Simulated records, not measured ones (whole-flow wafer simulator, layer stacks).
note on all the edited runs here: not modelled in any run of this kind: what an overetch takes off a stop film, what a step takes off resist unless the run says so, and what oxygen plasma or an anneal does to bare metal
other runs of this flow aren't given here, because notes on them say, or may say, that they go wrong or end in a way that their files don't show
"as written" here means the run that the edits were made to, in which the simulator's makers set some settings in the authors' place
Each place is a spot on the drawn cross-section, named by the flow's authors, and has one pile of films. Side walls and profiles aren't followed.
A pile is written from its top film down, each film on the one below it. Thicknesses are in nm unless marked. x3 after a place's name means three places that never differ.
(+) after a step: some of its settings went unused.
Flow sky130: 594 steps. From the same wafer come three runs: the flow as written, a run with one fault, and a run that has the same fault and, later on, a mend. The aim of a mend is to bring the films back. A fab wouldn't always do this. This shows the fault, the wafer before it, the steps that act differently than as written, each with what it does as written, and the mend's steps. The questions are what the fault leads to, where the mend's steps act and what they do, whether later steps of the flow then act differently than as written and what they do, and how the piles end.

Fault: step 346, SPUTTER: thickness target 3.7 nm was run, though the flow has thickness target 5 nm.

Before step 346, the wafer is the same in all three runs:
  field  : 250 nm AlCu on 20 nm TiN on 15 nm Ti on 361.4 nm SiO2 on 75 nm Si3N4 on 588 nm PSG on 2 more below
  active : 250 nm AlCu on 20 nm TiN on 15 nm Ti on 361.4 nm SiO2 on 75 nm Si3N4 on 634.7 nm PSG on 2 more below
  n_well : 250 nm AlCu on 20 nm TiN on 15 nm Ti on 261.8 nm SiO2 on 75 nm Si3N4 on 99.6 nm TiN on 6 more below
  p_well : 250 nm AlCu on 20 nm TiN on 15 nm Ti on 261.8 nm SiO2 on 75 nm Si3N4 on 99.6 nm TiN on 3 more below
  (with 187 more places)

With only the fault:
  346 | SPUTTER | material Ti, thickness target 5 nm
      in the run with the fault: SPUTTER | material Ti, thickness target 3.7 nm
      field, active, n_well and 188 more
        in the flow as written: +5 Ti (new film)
        in the run with the fault: +3.7 Ti (new film)
  Steps further on in the flow that do not act as written (19 more steps, not shown, differ only slightly: by at most 2% or 0.5 nm, whichever is larger):
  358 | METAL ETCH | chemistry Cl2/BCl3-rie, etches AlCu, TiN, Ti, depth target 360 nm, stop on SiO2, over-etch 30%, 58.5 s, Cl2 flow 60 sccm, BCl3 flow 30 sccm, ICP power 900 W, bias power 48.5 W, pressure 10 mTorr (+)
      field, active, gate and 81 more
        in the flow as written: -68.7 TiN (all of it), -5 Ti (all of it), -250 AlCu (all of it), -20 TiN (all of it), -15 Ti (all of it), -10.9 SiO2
        in the run with the fault: -68.7 TiN (all of it), -3.7 Ti (all of it), -250 AlCu (all of it), -20 TiN (all of it), -15 Ti (all of it), -11.1 SiO2
  By the end, the piles at n_well, p_well, gate_hv and 104 more depart from the flow's by more than 2% or 0.5 nm, whichever is larger.
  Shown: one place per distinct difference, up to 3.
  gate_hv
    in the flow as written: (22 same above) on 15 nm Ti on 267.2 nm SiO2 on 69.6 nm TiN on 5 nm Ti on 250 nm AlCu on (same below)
    in the run with the fault: (22 same above) on 15 nm Ti on 268.5 nm SiO2 on 69.6 nm TiN on 3.7 nm Ti on 250 nm AlCu on (same below)
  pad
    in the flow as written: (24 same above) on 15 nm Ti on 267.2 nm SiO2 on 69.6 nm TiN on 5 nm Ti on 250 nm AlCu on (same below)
    in the run with the fault: (24 same above) on 15 nm Ti on 268.5 nm SiO2 on 69.6 nm TiN on 3.7 nm Ti on 250 nm AlCu on (same below)
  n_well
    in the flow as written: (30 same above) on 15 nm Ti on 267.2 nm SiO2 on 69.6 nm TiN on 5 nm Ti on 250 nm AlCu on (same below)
    in the run with the fault: (30 same above) on 15 nm Ti on 268.5 nm SiO2 on 69.6 nm TiN on 3.7 nm Ti on 250 nm AlCu on (same below)

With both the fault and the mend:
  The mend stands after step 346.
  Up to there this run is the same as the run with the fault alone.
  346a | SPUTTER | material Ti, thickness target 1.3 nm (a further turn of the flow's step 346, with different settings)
      field, active, n_well and 188 more
        +1.3 Ti
  None of the later steps of the flow acts differently than as written at any place that is followed.
  At every place that both follow, the piles at the end match the flow's.
